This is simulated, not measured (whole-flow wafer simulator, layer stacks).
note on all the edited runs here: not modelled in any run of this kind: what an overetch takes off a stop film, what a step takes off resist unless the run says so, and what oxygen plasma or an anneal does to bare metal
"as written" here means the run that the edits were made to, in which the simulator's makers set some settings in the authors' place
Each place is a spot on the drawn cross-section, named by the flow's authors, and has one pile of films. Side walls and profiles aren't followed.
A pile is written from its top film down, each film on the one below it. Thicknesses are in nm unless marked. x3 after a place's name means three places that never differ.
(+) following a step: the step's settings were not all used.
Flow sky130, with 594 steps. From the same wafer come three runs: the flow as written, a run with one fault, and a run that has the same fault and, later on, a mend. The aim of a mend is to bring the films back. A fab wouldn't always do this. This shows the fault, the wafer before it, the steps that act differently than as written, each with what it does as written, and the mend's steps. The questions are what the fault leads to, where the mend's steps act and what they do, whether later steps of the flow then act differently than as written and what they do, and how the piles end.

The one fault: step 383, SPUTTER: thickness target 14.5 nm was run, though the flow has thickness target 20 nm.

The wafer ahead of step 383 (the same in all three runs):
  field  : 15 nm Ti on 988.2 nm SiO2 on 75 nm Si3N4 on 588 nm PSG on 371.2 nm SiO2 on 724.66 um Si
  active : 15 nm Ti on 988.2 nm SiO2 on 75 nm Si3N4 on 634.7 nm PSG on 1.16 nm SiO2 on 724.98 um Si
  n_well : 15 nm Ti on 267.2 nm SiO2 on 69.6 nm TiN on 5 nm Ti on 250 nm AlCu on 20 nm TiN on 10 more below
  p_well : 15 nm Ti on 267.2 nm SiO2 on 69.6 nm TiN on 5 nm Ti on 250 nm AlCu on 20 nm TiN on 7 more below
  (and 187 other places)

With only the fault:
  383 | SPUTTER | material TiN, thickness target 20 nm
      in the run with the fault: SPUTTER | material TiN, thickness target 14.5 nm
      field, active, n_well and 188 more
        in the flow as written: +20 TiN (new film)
        in the run with the fault: +14.5 TiN (new film)
  Steps later in the flow that act otherwise than as written (not shown: 5 more steps that differ only slightly, by at most 2% or 0.5 nm, whichever is larger):
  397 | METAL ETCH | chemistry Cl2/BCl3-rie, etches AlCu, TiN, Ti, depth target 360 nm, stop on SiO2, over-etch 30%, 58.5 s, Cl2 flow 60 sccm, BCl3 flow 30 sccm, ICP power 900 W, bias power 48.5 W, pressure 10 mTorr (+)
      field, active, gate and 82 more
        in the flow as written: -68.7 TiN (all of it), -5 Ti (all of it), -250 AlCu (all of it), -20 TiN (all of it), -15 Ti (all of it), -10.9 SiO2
        in the run with the fault: -68.7 TiN (all of it), -5 Ti (all of it), -250 AlCu (all of it), -14.5 TiN (all of it), -15 Ti (all of it), -11.5 SiO2
  By the end, the piles at n_well, p_well, gate_hv and 103 more depart from the flow's by more than 2% or 0.5 nm, whichever is larger.
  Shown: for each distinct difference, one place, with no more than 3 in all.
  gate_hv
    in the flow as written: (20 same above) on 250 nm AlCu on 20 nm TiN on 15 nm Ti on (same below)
    in the run with the fault: (20 same above) on 250 nm AlCu on 14.5 nm TiN on 15 nm Ti on (same below)
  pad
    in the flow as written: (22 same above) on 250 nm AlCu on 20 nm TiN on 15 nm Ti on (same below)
    in the run with the fault: (22 same above) on 250 nm AlCu on 14.5 nm TiN on 15 nm Ti on (same below)
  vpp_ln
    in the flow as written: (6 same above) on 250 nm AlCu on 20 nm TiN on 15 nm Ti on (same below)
    in the run with the fault: (6 same above) on 250 nm AlCu on 14.5 nm TiN on 15 nm Ti on (same below)

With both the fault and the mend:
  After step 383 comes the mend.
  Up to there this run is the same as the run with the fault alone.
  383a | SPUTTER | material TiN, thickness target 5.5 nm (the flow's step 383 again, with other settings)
      field, active, n_well and 188 more
        +5.5 TiN
  None of the later steps of the flow acts differently than as written at any place that is followed.
  The piles end the same as the flow's at every place that both follow.
